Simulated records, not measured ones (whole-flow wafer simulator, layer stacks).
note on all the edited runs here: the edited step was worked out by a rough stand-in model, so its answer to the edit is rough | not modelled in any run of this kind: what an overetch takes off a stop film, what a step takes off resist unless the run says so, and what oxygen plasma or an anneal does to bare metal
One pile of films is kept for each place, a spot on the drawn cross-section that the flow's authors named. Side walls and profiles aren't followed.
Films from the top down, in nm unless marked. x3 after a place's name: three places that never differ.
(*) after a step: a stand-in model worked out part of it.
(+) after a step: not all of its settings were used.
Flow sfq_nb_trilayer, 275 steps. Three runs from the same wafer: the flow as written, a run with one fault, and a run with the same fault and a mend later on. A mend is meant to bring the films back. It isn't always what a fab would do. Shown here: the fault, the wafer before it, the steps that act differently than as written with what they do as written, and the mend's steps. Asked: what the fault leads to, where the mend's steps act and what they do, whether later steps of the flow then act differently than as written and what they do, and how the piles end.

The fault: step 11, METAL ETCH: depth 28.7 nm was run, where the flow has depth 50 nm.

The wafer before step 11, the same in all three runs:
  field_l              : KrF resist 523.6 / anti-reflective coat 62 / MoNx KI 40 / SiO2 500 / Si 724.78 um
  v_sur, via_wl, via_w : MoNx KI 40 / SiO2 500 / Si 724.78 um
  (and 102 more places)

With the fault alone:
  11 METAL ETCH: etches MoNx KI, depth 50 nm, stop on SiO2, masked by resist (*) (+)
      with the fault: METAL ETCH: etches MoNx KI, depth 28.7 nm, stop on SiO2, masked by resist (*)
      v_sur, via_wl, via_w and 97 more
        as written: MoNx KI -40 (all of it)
        with the fault: MoNx KI -28.7
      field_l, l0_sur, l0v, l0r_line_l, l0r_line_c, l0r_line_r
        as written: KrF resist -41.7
        with the fault: KrF resist -23.9
  Later steps of the flow that act differently than as written (8 more steps differ only slightly, by at most 2% or 0.5 nm, whichever is larger, and aren't shown):
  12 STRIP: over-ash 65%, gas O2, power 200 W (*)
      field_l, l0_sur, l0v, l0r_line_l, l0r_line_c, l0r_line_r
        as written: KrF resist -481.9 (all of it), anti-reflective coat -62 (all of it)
        with the fault: KrF resist -499.6 (all of it), anti-reflective coat -62 (all of it)
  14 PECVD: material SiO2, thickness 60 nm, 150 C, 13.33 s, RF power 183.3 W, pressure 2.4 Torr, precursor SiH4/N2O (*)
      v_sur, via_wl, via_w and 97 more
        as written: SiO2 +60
        with the fault: SiO2 +60 (new film)
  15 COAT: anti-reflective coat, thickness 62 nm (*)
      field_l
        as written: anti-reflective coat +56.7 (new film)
        with the fault: anti-reflective coat +58 (new film)
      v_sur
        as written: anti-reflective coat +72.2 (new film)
        with the fault: anti-reflective coat +69.4 (new film)
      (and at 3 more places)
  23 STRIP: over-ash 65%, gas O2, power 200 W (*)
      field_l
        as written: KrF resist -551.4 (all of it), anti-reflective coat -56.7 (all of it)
        with the fault: KrF resist -553.8 (all of it), anti-reflective coat -58 (all of it)
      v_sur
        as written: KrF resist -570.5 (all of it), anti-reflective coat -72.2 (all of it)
        with the fault: KrF resist -567.2 (all of it), anti-reflective coat -69.4 (all of it)
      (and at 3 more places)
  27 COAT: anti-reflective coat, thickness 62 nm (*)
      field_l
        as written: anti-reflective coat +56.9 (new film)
        with the fault: anti-reflective coat +58.2 (new film)
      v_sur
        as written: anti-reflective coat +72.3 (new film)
        with the fault: anti-reflective coat +69.5 (new film)
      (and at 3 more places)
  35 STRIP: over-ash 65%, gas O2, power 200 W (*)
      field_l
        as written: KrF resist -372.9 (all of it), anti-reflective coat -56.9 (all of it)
        with the fault: KrF resist -375.6 (all of it), anti-reflective coat -58.2 (all of it)
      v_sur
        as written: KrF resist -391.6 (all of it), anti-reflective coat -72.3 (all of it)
        with the fault: KrF resist -388.8 (all of it), anti-reflective coat -69.5 (all of it)
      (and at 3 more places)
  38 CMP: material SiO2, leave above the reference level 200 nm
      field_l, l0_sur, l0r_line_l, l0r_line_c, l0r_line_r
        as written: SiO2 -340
        with the fault: SiO2 -328.7
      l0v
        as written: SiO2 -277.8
        with the fault: SiO2 -266.5
  At the end the piles differ from the flow's by more than 2% or 0.5 nm, whichever is larger, at v_sur, via_wl, via_w and 97 more.
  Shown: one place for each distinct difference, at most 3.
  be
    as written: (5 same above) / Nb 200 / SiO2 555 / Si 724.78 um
    with the fault: (5 same above) / Nb 200 / SiO2 55 / MoNx KI 11.3 / SiO2 500 / Si 724.78 um
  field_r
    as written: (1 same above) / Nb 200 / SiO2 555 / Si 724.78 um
    with the fault: (1 same above) / Nb 200 / SiO2 55 / MoNx KI 11.3 / SiO2 500 / Si 724.78 um
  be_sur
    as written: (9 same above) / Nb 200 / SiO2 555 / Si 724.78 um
    with the fault: (9 same above) / Nb 200 / SiO2 55 / MoNx KI 11.3 / SiO2 500 / Si 724.78 um

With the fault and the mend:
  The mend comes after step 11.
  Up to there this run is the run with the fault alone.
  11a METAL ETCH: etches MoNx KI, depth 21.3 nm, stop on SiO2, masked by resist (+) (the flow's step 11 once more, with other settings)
      v_sur, via_wl, via_w and 97 more
        MoNx KI -11.3 (all of it)
      field_l, l0_sur, l0v, l0r_line_l, l0r_line_c, l0r_line_r
        KrF resist -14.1
  No later step of the flow acts differently than as written, at any place that is followed, by more than 2% or 0.5 nm, whichever is larger.
  At the end the piles are the same as the flow's at every place that both follow.
